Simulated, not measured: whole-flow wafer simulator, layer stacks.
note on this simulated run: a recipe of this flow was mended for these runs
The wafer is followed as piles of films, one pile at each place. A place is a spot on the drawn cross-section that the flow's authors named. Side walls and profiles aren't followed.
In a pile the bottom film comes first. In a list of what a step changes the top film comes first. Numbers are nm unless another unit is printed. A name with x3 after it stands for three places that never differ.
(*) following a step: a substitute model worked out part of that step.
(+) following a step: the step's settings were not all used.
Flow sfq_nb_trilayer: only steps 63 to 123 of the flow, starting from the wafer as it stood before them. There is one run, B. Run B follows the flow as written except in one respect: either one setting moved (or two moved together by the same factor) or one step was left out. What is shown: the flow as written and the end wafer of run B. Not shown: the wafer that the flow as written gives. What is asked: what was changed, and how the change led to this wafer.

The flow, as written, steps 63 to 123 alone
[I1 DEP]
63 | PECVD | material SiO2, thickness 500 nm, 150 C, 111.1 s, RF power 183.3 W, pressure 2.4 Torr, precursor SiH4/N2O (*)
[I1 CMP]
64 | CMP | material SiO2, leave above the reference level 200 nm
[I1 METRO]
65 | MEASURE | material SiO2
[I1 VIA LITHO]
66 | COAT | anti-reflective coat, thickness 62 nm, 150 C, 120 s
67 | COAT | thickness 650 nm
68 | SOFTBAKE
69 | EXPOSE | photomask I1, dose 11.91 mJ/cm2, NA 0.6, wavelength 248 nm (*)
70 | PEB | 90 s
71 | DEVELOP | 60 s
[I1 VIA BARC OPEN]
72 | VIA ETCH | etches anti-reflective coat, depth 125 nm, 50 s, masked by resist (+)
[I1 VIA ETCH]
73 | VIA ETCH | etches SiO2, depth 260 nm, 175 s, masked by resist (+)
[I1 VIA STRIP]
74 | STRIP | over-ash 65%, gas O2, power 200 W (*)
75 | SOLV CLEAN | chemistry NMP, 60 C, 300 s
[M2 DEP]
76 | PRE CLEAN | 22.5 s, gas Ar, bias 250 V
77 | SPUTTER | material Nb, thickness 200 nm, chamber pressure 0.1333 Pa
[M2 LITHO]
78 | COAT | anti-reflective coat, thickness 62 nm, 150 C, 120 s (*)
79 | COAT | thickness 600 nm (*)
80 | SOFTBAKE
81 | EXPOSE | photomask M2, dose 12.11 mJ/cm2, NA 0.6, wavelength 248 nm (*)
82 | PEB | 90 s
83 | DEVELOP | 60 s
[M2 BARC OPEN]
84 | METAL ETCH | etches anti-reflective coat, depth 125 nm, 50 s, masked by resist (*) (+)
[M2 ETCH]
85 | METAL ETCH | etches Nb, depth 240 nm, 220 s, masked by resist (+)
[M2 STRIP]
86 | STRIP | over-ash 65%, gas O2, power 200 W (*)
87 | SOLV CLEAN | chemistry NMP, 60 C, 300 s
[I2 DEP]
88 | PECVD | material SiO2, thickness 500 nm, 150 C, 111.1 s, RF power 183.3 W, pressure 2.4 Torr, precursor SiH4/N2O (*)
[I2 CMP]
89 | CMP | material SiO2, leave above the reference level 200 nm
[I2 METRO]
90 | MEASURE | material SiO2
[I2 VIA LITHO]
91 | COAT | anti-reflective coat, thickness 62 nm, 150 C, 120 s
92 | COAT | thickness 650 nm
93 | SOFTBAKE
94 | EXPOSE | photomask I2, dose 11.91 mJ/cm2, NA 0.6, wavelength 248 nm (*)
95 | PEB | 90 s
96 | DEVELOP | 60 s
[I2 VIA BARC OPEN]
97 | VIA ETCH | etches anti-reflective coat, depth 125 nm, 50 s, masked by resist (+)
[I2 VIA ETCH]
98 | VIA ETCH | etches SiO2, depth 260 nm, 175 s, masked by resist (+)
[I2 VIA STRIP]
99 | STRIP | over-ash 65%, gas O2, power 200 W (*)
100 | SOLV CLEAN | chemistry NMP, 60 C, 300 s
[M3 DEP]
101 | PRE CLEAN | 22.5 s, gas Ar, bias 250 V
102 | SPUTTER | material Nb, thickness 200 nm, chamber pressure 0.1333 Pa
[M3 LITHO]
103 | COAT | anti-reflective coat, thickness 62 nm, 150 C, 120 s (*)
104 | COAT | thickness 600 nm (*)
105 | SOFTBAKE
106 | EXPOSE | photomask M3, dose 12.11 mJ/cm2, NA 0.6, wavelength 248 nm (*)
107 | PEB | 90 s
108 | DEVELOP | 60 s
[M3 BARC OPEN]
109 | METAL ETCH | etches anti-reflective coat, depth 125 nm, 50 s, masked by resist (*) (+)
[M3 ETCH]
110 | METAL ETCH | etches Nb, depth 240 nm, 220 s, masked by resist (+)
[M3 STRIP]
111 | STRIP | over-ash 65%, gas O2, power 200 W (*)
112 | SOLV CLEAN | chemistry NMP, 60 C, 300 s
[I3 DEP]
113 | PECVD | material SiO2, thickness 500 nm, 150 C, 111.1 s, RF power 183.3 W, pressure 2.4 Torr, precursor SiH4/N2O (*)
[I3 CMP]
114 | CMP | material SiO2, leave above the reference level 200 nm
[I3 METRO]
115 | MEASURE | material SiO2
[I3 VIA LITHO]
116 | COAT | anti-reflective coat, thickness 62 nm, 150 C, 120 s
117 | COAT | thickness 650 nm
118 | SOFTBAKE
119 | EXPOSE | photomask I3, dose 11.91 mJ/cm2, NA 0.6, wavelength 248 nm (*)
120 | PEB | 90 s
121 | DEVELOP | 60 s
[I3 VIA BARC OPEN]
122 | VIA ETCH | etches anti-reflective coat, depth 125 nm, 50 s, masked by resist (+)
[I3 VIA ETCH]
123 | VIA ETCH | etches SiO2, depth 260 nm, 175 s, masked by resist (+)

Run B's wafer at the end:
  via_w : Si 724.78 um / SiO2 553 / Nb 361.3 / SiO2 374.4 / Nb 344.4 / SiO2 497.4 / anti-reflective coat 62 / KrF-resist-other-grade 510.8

What caused this: step 63, PECVD: 75.69 s was run, while the flow as written has 111.1 s.

How this came from the change, step by step:
  63 | PECVD | material SiO2, thickness 500 nm, 150 C, 111.1 s, RF power 183.3 W, pressure 2.4 Torr, precursor SiH4/N2O (*)
      field_l, be, be_sur and 72 more: +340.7 SiO2 (it would be, as written: +500 SiO2)
      v_sur, via_wl, via_wr and 20 more: +340.7 SiO2 (new film) (it would be, as written: +500 SiO2 (new film))
      (and at 8 other places as well)
  64 | CMP | material SiO2, leave above the reference level 200 nm
      field_l, be, be_sur and 72 more: nothing (it would be, as written: -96 SiO2)
      lsp_m, ln_m6, lsp_r, l0_sur, l0v: nothing (it would be, as written: -90.8 SiO2)
      (and at 26 other places as well)
  66 | COAT | anti-reflective coat, thickness 62 nm, 150 C, 120 s
      m0r_line_l x3, m0r_line_r x3: +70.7 anti-reflective coat (new film) (it would be, as written: +62 anti-reflective coat (new film))
      m0r_space_l, m0r_space_r, m6r_space_l x2, m6r_space_r x2: +79.4 anti-reflective coat (new film) (it would be, as written: +62 anti-reflective coat (new film))
      (and at 64 other places as well)
  67 | COAT | thickness 650 nm
      m5r_line_l, m5r_line_r: +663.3 KrF-resist-other-grade (new film) (it would be, as written: +650 KrF-resist-other-grade (new film))
      via_sp: +632.9 KrF-resist-other-grade (new film) (it would be, as written: +650 KrF-resist-other-grade (new film))
      (and at 9 other places as well)
  71 | DEVELOP | 60 s
      via_v: -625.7 KrF-resist-other-grade (all of it) (it would be, as written: -648.6 KrF-resist-other-grade (all of it))
  72 | VIA ETCH | etches anti-reflective coat, depth 125 nm, 50 s, masked by resist (+)
      via_v: -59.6 anti-reflective coat (all of it), -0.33 SiO2 (it would be, as written: -62 anti-reflective coat (all of it), -0.31 SiO2)
  74 | STRIP | over-ash 65%, gas O2, power 200 W (*)
      m0r_line_l x3, m0r_line_r x3: -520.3 KrF-resist-other-grade (all of it), -70.7 anti-reflective coat (all of it) (it would be, as written: -510.8 KrF-resist-other-grade (all of it), -62 anti-reflective coat (all of it))
      m0r_space_l, m0r_space_r, m6r_space_l x2, m6r_space_r x2: -513.1 KrF-resist-other-grade (all of it), -79.4 anti-reflective coat (all of it) (it would be, as written: -510.8 KrF-resist-other-grade (all of it), -62 anti-reflective coat (all of it))
      (and at 63 other places as well)
  77 | SPUTTER | material Nb, thickness 200 nm, chamber pressure 0.1333 Pa
      be, lsp_l: +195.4 Nb (new film) (it would be, as written: +200 Nb (new film))
  78 | COAT | anti-reflective coat, thickness 62 nm, 150 C, 120 s (*)
      m0r_line_l x3, m0r_line_r x3: +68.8 anti-reflective coat (new film) (it would be, as written: +62 anti-reflective coat (new film))
      m0r_space_l, m0r_space_r, m6r_space_l x2, m6r_space_r x2: +77.2 anti-reflective coat (new film) (it would be, as written: +62 anti-reflective coat (new film))
      (and at 66 other places as well)
  79 | COAT | thickness 600 nm (*)
      via_wr: +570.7 KrF-resist-other-grade (new film) (it would be, as written: +584.2 KrF-resist-other-grade (new film))
      via_sp: +580.2 KrF-resist-other-grade (new film) (it would be, as written: +600.7 KrF-resist-other-grade (new film))
      (and at 11 other places as well)
  83 | DEVELOP | 60 s
      be_sur: -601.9 KrF-resist-other-grade (all of it) (it would be, as written: -588.1 KrF-resist-other-grade (all of it))
      ln_m5: -582 KrF-resist-other-grade (all of it) (it would be, as written: -598.2 KrF-resist-other-grade (all of it))
      (and at 5 other places as well)
  84 | METAL ETCH | etches anti-reflective coat, depth 125 nm, 50 s, masked by resist (*) (+)
      m0r_line_l x3, m0r_line_r x3: -68.8 anti-reflective coat (all of it) (it would be, as written: -62 anti-reflective coat (all of it))
      m0r_space_l, m0r_space_r, m6r_space_l x2, m6r_space_r x2: -77.2 anti-reflective coat (all of it) (it would be, as written: -62 anti-reflective coat (all of it))
      (and at 48 other places as well)
  85 | METAL ETCH | etches Nb, depth 240 nm, 220 s, masked by resist (+)
      be, lsp_l: -195.4 Nb (all of it), -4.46 SiO2 (it would be, as written: -200 Nb (all of it), -4 SiO2)
  86 | STRIP | over-ash 65%, gas O2, power 200 W (*)
      v_sur: -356 KrF-resist-other-grade (all of it), -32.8 anti-reflective coat (all of it) (it would be, as written: -360.6 KrF-resist-other-grade (all of it), -64.8 anti-reflective coat (all of it))
      via_wl: -347.9 KrF-resist-other-grade (all of it), -43.4 anti-reflective coat (all of it) (it would be, as written: -357.4 KrF-resist-other-grade (all of it), -67.7 anti-reflective coat (all of it))
      (and at 20 other places as well)
  89 | CMP | material SiO2, leave above the reference level 200 nm
      field_l, be_sur, gap and 72 more: -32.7 SiO2 (it would be, as written: -96 SiO2)
      lsp_m, ln_m6, lsp_r, l0_sur, l0v: -29.3 SiO2 (it would be, as written: -96 SiO2)
      (and at 3 other places as well)
  98 | VIA ETCH | etches SiO2, depth 260 nm, 175 s, masked by resist (+)
      via_w: -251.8 SiO2 (all of it), -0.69 Nb (it would be, as written: -199.7 SiO2 (all of it), -5.03 Nb)
  ... 4 further steps ...
  113 | PECVD | material SiO2, thickness 500 nm, 150 C, 111.1 s, RF power 183.3 W, pressure 2.4 Torr, precursor SiH4/N2O (*)
      via_w: +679 SiO2 (new film) (it would be, as written: +621.2 SiO2 (new film))
